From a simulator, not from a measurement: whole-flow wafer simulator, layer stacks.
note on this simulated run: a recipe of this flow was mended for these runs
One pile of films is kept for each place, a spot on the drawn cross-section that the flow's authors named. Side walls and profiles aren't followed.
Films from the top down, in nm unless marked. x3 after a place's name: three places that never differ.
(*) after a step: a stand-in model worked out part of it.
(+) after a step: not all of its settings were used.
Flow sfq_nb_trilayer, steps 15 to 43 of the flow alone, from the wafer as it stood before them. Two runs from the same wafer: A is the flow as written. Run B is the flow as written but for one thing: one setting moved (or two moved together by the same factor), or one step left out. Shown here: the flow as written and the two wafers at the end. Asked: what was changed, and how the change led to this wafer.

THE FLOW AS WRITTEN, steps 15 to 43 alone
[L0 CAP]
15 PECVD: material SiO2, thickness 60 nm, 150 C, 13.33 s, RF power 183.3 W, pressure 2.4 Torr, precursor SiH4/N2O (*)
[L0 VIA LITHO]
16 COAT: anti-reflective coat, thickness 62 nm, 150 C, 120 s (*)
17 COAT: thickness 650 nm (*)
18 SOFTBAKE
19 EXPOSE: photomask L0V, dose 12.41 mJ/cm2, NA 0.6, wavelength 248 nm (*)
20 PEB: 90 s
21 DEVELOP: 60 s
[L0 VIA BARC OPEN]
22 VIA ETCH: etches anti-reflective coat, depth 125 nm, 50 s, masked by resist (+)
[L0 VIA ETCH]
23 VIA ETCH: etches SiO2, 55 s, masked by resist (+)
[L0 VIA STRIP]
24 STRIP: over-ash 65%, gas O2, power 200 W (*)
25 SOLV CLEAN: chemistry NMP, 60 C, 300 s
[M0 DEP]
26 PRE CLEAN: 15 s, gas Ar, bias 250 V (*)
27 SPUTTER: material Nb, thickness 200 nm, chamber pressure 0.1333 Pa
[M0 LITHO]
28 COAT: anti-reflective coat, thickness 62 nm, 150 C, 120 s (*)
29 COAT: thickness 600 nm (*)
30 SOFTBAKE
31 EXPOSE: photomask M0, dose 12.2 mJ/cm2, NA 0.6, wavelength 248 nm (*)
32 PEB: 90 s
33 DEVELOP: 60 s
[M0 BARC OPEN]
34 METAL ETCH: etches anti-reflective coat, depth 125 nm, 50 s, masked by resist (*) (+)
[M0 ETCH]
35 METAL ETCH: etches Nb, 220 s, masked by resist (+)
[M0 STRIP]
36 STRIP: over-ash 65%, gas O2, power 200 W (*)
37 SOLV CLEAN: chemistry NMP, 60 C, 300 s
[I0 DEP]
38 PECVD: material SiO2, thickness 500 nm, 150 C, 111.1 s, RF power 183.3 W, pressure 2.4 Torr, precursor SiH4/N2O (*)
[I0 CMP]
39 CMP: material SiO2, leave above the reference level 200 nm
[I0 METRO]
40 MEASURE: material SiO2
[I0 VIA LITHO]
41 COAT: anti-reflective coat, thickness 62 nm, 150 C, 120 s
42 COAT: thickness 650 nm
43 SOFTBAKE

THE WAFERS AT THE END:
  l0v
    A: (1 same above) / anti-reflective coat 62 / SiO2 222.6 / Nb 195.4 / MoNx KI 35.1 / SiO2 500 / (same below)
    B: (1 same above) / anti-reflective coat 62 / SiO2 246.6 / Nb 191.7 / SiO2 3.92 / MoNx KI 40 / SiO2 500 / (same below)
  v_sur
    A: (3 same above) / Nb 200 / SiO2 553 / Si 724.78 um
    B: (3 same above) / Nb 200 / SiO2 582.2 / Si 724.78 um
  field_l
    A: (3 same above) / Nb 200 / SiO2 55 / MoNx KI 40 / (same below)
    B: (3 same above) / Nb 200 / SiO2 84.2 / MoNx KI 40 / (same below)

The cause: step 15, PECVD: thickness 89.25 nm was run, where the flow has thickness 60 nm; step 15, PECVD: 19.83 s was run, where the flow has 13.33 s.

How the change led to this, step by step:
  15 PECVD: material SiO2, thickness 60 nm, 150 C, 13.33 s, RF power 183.3 W, pressure 2.4 Torr, precursor SiH4/N2O (*)
      v_sur, via_wl, via_w and 97 more: A SiO2 +60 | B SiO2 +89.2
      field_l, l0_sur, l0v, l0r_line_l, l0r_line_c, l0r_line_r: A SiO2 +60 (new film) | B SiO2 +89.2 (new film)
  23 VIA ETCH: etches SiO2, 55 s, masked by resist (+)
      l0v: A SiO2 -59.7 (all of it), MoNx KI -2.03 | B SiO2 -80
  26 PRE CLEAN: 15 s, gas Ar, bias 250 V (*)
      l0v: A MoNx KI -2.91 | B SiO2 -5
  28 COAT: anti-reflective coat, thickness 62 nm, 150 C, 120 s (*)
      ln_m6: A anti-reflective coat +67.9 (new film) | B anti-reflective coat +70.2 (new film)
      lsp_r: A anti-reflective coat +71.1 (new film) | B anti-reflective coat +73.1 (new film)
      (and at 2 more places)
  29 COAT: thickness 600 nm (*)
      l0v: A KrF-resist-other-grade +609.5 (new film) | B KrF-resist-other-grade +623.6 (new film)
  36 STRIP: over-ash 65%, gas O2, power 200 W (*)
      ln_m6: A KrF-resist-other-grade -369.9 (all of it), anti-reflective coat -67.9 (all of it) | B KrF-resist-other-grade -367.5 (all of it), anti-reflective coat -70.2 (all of it)
      lsp_r: A KrF-resist-other-grade -368.6 (all of it), anti-reflective coat -71.1 (all of it) | B KrF-resist-other-grade -365.3 (all of it), anti-reflective coat -73.1 (all of it)
      (and at 2 more places)
  39 CMP: material SiO2, leave above the reference level 200 nm
      l0v: A SiO2 -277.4 | B SiO2 -253.4
Counting metal films that touch as one body, l0v has 2 bodies (between them, from the top down: SiO2 3.92); the flow as written gives 1 body.
